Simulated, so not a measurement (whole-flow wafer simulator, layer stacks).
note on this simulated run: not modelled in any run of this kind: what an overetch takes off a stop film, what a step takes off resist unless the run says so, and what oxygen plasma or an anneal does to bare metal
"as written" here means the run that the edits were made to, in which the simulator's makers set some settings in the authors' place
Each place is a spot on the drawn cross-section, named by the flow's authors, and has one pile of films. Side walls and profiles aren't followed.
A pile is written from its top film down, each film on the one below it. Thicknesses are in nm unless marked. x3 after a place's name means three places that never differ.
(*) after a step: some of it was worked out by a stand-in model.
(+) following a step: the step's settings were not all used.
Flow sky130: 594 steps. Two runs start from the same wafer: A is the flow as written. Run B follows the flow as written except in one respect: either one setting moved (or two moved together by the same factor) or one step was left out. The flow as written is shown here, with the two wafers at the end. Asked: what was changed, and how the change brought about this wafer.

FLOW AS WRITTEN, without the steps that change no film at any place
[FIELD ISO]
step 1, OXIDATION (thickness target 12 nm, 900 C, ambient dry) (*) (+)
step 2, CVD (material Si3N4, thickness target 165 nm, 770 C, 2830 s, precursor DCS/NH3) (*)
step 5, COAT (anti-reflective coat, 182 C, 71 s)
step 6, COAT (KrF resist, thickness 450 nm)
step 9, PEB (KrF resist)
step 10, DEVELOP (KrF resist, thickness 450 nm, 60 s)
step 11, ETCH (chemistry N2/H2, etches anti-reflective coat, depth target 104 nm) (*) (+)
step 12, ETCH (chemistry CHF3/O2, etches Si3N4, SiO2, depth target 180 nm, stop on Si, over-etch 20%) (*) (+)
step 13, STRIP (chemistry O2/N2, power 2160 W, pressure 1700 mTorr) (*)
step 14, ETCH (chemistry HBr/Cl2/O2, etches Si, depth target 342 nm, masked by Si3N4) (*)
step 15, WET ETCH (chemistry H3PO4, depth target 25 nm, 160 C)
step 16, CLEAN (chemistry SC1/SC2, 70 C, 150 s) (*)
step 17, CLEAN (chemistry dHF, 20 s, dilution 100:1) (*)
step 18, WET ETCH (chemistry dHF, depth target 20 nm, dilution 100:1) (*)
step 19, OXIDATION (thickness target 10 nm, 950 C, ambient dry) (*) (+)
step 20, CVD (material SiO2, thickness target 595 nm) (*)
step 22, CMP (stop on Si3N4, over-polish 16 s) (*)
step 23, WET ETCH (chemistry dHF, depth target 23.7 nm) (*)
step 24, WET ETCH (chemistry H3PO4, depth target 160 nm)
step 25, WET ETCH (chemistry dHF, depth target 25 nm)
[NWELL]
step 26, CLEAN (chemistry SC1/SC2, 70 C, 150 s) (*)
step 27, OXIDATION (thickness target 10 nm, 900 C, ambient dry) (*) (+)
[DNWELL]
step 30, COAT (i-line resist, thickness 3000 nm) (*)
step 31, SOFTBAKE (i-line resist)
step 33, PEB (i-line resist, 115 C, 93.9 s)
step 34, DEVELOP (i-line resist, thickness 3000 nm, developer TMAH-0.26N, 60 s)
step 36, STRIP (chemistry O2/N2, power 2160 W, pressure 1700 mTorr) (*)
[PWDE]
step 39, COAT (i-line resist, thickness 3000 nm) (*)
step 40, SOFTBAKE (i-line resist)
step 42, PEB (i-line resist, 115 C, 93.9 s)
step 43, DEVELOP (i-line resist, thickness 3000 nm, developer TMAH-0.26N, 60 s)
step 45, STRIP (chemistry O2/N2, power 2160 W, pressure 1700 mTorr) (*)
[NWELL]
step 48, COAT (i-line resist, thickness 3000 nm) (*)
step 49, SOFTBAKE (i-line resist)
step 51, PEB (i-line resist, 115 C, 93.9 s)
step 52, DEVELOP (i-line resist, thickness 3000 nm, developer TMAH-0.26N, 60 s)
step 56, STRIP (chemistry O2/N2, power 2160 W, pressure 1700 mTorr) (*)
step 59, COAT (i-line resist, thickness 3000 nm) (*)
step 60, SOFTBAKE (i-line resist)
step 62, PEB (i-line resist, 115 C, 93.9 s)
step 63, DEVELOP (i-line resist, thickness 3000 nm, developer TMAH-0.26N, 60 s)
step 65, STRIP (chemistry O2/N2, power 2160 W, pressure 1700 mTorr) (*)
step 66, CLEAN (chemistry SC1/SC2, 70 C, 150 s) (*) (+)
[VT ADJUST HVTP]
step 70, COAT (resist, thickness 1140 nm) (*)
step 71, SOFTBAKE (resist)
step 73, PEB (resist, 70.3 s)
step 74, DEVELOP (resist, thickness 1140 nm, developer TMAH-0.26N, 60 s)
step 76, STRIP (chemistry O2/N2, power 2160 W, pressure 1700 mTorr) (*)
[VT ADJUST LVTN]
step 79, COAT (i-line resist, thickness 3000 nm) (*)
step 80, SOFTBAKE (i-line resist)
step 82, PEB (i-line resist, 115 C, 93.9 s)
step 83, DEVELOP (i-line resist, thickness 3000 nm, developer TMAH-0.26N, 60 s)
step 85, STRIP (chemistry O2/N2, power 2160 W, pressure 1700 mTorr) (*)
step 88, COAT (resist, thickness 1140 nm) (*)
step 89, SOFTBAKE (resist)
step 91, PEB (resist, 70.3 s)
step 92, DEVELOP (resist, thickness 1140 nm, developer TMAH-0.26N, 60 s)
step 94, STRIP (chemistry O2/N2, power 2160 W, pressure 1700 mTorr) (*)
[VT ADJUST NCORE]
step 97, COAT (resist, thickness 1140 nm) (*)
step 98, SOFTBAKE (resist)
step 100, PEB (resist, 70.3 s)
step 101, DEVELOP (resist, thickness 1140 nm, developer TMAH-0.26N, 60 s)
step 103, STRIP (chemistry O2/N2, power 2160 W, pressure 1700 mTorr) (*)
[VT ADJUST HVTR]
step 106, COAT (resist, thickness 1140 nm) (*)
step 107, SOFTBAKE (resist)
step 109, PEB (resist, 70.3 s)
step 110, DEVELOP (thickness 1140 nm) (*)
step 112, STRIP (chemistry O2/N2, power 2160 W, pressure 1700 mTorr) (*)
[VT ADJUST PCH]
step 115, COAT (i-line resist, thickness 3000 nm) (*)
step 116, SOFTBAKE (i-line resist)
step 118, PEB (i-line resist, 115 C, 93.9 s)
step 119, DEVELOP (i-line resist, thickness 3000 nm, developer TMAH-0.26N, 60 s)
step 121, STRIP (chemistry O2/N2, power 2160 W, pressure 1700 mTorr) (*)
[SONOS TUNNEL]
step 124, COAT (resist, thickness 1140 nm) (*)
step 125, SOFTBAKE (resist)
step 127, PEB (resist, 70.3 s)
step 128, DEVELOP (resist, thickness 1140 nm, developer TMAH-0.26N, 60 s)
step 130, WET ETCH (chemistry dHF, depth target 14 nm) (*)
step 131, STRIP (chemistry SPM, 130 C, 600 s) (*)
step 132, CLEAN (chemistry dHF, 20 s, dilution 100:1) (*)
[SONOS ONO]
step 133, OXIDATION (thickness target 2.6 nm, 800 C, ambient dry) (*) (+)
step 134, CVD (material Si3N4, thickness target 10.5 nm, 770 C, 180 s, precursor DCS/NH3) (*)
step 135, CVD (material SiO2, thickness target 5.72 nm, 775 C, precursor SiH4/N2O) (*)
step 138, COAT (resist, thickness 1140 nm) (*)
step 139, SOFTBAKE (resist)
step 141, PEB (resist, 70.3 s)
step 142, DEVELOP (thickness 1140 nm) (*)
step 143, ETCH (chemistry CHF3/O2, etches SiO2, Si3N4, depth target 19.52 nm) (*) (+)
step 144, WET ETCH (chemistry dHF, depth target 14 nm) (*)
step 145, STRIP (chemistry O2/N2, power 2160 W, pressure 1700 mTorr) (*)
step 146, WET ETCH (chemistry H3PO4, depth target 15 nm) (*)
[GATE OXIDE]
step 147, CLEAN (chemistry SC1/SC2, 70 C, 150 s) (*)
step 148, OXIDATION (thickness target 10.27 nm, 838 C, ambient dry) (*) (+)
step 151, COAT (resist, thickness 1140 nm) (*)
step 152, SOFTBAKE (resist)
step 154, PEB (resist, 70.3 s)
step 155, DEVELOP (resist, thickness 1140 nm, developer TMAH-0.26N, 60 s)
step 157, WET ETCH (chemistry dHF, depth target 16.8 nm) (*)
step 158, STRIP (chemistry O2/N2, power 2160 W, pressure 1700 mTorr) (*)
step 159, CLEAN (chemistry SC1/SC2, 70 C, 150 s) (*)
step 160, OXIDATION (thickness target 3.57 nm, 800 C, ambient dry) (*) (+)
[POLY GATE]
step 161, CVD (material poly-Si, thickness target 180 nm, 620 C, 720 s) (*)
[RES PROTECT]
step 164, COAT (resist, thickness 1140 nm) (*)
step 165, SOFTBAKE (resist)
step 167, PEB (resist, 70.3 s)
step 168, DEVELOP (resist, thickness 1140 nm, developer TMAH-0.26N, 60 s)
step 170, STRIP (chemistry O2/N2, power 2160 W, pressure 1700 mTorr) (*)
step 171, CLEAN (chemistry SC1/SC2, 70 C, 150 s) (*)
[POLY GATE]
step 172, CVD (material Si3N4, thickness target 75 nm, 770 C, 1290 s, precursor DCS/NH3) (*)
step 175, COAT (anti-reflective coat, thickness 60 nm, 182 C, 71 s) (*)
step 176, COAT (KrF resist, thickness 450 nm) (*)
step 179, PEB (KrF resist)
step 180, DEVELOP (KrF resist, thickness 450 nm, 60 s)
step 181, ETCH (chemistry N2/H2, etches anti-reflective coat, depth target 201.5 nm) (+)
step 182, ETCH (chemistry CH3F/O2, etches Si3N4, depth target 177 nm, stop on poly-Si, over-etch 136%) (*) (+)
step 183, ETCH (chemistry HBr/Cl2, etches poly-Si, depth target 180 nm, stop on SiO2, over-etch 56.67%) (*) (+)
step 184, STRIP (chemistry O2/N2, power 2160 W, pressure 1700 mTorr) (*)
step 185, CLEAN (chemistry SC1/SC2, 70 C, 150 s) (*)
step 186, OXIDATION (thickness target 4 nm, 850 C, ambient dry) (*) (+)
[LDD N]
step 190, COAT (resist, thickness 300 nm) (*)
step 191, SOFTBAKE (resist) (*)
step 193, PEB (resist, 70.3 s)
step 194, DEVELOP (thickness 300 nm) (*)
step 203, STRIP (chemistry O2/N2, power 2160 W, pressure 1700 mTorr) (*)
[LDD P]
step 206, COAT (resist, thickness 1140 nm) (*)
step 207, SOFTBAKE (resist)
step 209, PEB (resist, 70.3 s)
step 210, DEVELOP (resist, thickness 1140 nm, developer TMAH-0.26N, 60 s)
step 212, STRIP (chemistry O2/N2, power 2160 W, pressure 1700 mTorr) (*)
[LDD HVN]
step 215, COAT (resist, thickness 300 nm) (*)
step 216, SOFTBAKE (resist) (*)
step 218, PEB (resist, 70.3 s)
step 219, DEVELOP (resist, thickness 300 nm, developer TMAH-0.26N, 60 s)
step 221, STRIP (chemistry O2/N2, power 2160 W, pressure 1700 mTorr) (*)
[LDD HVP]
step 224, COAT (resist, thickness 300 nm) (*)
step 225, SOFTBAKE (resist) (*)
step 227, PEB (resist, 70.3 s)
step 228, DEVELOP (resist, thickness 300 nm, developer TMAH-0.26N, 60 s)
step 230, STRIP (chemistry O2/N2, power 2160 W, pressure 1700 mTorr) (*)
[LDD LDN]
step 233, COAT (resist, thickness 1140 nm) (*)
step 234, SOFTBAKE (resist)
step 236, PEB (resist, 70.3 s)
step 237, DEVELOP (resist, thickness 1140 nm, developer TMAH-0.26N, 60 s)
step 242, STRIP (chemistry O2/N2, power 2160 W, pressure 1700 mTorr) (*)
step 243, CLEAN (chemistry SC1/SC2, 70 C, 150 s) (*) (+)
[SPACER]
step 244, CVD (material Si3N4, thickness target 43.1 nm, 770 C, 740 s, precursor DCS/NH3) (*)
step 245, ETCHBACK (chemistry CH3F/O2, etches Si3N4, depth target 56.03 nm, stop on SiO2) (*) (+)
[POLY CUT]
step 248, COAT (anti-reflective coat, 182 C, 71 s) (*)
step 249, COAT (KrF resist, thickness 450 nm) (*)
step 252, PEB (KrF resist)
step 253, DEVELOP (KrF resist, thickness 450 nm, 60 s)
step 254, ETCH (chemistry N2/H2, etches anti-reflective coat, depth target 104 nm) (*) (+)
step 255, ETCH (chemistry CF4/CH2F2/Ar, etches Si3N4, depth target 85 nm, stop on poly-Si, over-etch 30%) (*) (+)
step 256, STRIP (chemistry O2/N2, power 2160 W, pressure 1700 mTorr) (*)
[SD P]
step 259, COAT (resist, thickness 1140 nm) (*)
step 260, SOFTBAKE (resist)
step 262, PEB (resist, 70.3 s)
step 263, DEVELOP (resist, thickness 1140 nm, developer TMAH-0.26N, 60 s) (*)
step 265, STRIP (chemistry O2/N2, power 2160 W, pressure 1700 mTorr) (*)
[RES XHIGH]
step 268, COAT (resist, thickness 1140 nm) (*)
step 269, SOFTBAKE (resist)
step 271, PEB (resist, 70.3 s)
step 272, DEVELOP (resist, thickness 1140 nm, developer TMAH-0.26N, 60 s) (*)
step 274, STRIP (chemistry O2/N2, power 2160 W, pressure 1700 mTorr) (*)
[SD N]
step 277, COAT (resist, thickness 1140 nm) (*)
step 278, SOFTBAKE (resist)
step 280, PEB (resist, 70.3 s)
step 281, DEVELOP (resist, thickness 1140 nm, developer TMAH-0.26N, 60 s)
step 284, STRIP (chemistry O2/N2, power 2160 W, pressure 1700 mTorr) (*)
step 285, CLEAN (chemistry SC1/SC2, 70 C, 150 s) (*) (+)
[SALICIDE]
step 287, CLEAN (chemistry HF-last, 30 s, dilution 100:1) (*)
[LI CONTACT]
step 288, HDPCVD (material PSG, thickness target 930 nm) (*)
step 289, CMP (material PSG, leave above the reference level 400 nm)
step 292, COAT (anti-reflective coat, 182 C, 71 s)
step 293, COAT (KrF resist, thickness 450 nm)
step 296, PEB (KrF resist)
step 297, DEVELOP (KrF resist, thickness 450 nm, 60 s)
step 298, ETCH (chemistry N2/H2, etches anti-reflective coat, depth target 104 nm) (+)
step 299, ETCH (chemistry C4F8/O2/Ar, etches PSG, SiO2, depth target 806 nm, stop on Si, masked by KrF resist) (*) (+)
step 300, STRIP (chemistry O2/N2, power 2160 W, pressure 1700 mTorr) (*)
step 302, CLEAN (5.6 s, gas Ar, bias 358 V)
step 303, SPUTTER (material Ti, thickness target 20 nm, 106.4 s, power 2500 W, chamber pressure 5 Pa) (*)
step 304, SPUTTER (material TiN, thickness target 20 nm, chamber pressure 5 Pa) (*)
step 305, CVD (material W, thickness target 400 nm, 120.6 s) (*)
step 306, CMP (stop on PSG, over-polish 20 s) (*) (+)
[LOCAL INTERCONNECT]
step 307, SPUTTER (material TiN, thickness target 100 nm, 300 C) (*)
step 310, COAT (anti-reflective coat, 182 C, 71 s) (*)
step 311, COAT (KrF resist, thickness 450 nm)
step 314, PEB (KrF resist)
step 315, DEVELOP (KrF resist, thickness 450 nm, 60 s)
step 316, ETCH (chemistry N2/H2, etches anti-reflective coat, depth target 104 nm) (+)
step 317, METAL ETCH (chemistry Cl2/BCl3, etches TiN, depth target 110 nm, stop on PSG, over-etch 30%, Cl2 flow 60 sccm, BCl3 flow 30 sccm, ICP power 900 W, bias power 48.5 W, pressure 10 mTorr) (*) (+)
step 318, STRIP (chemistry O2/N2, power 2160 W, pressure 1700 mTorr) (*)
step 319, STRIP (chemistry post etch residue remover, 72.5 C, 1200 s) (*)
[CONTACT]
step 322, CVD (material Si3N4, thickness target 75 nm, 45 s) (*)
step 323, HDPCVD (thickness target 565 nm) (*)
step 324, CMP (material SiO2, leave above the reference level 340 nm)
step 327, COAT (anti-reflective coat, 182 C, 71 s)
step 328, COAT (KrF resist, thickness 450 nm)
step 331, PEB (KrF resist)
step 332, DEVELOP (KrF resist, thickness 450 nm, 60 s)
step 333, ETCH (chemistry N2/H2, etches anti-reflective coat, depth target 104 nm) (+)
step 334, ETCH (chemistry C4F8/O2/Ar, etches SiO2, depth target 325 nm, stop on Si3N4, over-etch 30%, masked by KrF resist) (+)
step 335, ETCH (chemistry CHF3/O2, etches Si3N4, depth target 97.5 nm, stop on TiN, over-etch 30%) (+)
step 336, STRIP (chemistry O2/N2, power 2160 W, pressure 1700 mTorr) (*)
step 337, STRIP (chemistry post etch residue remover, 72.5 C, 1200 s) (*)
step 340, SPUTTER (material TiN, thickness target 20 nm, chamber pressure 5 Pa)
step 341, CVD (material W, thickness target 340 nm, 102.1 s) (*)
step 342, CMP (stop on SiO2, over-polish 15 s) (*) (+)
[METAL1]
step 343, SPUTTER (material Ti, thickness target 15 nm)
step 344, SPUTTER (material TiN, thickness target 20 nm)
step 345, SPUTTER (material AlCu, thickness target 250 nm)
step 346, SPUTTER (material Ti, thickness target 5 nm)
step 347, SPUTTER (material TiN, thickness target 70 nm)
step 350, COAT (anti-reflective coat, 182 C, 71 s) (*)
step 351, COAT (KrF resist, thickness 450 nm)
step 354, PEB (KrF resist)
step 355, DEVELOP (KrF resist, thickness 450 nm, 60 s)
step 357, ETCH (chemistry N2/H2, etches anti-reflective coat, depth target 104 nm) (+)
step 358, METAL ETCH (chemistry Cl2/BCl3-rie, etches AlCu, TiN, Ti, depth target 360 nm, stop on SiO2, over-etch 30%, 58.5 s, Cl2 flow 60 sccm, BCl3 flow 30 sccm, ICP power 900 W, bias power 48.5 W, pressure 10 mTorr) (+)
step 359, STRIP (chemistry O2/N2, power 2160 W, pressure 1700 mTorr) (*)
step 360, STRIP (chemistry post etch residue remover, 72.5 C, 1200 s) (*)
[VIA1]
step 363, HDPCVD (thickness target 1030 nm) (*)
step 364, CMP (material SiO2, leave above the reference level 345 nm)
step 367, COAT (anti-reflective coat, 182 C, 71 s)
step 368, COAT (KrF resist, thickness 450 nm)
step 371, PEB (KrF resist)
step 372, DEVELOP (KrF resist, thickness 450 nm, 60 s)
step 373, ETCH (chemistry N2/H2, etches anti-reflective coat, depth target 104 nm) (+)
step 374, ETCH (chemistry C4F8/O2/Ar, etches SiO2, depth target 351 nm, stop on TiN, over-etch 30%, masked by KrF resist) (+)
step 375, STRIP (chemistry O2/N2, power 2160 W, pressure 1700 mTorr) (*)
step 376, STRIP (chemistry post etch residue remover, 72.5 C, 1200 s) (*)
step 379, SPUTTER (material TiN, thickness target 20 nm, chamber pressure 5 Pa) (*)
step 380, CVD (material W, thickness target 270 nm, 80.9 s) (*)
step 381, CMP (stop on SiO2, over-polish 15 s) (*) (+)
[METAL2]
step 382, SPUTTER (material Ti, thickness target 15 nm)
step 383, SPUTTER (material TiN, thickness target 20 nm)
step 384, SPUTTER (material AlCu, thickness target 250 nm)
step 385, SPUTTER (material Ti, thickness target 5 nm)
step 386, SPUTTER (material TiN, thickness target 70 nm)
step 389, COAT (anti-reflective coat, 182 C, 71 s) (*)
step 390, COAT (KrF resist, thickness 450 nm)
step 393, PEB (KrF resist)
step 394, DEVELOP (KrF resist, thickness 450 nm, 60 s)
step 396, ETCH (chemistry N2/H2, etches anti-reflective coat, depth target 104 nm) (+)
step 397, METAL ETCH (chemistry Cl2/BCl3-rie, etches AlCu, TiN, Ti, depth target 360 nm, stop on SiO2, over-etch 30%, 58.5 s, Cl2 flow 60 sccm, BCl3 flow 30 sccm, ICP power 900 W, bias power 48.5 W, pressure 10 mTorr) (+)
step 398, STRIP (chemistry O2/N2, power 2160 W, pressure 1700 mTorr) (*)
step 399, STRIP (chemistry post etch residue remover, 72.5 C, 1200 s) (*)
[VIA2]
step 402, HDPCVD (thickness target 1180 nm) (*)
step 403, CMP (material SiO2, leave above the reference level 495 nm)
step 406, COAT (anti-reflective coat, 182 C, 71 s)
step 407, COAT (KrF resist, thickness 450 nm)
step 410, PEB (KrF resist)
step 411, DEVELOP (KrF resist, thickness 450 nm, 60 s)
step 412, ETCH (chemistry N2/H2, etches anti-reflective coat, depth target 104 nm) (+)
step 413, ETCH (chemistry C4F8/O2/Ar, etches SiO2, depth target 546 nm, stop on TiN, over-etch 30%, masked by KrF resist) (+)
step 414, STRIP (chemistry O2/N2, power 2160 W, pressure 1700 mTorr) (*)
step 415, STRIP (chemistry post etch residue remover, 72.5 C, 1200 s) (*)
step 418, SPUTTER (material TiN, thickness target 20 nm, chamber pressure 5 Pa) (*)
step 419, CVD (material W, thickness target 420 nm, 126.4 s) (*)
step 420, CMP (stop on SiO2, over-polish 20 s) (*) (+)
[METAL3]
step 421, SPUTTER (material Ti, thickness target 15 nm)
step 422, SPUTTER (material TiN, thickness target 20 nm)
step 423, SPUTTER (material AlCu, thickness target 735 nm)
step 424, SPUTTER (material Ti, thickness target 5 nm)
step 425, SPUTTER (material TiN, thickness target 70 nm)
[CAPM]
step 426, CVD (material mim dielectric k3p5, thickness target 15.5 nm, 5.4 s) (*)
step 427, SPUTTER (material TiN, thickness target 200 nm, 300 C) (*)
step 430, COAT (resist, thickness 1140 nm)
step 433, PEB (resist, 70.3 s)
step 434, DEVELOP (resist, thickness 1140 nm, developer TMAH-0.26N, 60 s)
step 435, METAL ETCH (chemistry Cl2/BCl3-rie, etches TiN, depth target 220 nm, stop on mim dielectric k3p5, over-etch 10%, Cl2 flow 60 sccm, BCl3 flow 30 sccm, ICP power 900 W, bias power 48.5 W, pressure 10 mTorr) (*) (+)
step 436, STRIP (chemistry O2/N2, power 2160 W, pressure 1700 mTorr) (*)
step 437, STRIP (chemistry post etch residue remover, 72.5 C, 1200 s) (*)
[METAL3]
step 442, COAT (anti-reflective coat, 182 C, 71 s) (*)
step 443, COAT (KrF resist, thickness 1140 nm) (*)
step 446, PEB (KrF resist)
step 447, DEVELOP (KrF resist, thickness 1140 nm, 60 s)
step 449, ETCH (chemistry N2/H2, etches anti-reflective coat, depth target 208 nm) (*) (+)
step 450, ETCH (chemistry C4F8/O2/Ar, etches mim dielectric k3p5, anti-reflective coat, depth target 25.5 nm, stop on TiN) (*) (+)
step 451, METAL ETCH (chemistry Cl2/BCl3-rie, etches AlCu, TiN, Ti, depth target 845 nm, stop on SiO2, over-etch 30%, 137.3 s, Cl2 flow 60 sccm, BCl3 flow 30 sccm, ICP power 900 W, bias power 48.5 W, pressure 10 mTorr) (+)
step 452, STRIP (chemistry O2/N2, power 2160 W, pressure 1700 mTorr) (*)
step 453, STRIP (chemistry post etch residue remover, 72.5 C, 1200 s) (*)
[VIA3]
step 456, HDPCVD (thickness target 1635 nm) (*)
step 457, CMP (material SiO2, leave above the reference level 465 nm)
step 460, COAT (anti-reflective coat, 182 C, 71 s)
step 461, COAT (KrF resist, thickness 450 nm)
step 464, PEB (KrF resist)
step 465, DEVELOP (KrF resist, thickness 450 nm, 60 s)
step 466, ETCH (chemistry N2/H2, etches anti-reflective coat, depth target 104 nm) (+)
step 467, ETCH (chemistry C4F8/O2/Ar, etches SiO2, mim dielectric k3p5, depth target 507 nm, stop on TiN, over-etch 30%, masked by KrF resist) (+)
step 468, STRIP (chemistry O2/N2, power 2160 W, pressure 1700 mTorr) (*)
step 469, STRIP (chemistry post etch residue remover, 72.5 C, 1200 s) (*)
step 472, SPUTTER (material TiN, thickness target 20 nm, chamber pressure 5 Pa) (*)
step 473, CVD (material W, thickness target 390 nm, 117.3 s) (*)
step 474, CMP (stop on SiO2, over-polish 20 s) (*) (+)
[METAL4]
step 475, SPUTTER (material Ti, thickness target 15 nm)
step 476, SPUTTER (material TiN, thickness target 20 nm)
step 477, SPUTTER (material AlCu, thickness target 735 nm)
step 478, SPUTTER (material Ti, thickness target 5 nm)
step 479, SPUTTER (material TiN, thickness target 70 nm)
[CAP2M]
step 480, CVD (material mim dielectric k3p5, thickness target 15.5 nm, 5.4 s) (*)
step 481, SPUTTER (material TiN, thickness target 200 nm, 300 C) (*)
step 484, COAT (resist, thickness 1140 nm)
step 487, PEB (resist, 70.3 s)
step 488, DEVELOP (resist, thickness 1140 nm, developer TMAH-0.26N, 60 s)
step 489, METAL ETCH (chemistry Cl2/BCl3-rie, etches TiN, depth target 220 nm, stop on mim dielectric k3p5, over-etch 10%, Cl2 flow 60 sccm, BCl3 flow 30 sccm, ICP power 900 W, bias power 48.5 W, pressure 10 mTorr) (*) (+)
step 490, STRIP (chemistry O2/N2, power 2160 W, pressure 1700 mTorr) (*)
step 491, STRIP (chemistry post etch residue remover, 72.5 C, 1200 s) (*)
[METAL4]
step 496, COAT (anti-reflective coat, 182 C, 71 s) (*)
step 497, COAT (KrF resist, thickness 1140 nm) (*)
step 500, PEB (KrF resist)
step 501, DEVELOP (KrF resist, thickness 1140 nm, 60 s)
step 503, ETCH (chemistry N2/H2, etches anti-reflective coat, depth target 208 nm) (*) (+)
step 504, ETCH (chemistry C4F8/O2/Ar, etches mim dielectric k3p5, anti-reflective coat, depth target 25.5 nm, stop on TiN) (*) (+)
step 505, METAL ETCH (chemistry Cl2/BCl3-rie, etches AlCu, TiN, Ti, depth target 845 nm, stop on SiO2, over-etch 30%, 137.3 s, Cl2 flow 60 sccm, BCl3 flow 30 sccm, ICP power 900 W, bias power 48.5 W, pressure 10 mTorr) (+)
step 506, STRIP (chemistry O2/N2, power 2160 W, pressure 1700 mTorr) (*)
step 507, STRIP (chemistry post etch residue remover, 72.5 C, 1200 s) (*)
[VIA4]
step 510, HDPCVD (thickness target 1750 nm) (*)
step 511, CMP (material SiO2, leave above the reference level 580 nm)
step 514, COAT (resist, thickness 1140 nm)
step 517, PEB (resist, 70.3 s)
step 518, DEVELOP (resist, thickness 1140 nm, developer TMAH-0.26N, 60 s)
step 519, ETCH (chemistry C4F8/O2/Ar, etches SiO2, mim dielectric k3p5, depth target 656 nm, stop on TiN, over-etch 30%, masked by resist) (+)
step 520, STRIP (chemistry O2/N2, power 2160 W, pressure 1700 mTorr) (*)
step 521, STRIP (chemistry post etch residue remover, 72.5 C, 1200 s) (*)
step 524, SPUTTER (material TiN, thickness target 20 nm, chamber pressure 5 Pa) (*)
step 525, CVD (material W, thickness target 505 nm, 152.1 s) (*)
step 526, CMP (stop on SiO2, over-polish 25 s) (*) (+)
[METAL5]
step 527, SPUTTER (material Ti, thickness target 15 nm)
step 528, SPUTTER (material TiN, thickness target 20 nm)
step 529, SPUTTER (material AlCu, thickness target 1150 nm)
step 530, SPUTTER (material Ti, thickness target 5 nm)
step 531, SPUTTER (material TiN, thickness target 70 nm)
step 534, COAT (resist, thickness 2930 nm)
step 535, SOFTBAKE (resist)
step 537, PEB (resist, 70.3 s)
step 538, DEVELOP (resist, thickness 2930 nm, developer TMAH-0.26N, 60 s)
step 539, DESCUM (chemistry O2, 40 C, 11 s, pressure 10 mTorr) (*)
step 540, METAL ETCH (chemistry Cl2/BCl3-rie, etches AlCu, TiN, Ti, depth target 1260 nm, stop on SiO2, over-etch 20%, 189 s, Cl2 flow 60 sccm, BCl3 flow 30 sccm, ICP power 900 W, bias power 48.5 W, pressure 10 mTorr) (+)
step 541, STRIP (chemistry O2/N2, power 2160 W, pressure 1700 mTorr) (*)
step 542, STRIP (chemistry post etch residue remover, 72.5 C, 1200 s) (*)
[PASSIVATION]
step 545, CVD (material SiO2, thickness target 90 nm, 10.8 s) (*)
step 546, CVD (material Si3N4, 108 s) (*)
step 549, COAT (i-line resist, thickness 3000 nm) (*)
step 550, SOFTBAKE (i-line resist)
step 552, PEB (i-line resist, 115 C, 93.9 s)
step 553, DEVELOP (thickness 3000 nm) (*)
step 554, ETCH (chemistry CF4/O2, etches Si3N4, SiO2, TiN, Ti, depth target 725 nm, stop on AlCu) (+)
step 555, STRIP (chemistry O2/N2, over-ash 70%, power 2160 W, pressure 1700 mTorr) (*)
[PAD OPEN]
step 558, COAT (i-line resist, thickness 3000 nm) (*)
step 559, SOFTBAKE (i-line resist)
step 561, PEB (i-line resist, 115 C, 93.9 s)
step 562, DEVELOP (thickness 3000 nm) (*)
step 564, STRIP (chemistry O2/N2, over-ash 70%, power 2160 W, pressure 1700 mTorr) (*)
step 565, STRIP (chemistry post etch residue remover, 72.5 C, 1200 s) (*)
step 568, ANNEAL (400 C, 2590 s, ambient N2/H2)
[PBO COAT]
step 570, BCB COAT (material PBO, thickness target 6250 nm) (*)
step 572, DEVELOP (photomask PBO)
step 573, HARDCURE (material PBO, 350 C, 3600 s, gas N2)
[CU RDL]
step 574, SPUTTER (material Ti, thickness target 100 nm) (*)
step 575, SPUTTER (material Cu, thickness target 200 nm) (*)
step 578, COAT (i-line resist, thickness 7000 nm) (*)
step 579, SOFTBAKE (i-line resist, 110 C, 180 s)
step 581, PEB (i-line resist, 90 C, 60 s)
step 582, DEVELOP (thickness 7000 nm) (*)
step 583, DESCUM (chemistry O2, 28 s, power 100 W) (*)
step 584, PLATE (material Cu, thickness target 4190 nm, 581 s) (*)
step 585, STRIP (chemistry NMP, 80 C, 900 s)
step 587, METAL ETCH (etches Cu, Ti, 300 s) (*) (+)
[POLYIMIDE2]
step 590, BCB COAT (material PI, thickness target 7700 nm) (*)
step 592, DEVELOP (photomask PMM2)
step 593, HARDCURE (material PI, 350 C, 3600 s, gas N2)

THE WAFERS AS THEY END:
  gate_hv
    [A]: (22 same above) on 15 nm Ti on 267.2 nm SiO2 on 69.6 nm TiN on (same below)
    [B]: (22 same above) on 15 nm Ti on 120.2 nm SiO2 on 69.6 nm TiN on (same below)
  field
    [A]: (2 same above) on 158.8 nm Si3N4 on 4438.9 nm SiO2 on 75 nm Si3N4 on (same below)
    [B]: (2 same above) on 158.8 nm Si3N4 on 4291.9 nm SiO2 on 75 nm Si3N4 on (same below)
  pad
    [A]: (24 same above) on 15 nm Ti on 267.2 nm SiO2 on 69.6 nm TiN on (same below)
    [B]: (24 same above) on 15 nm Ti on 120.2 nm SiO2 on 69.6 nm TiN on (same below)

The reason: step 364, CMP: leave above the reference level 198 nm was run, while the flow as written has leave above the reference level 345 nm.

How this came from the change, step by step:
  step 364, CMP (material SiO2, leave above the reference level 345 nm)
      n_well, p_well, gate_hv and 100 more: A SiO2 loses 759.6 | B SiO2 loses 906.6
      field, active, gate and 81 more: A SiO2 loses 389.1 | B SiO2 loses 536.1
      (and at 4 other places as well)
  step 374, ETCH (chemistry C4F8/O2/Ar, etches SiO2, depth target 351 nm, stop on TiN, over-etch 30%, masked by KrF resist) (+)
      field, active, n_well and 186 more: A KrF resist loses 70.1 | B KrF resist loses 31.9
      m1, via1_hole: A SiO2 loses 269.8 (all of it) | B SiO2 loses 122.8 (all of it)
  step 375, STRIP (chemistry O2/N2, power 2160 W, pressure 1700 mTorr) (*)
      field, active, n_well and 186 more: A KrF resist loses 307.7 (all of it), anti-reflective coat loses 80 (all of it) | B KrF resist loses 345.9 (all of it), anti-reflective coat loses 80 (all of it)
  step 379, SPUTTER (material TiN, thickness target 20 nm, chamber pressure 5 Pa) (*)
      m1: A TiN gains 11 | B TiN gains 14.3
      via1_hole: A TiN gains 10.9 | B TiN gains 14.3
  step 380, CVD (material W, thickness target 270 nm, 80.9 s) (*)
      m1, via1_hole: A W gains 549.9 (new film) | B W gains 399.6 (new film)
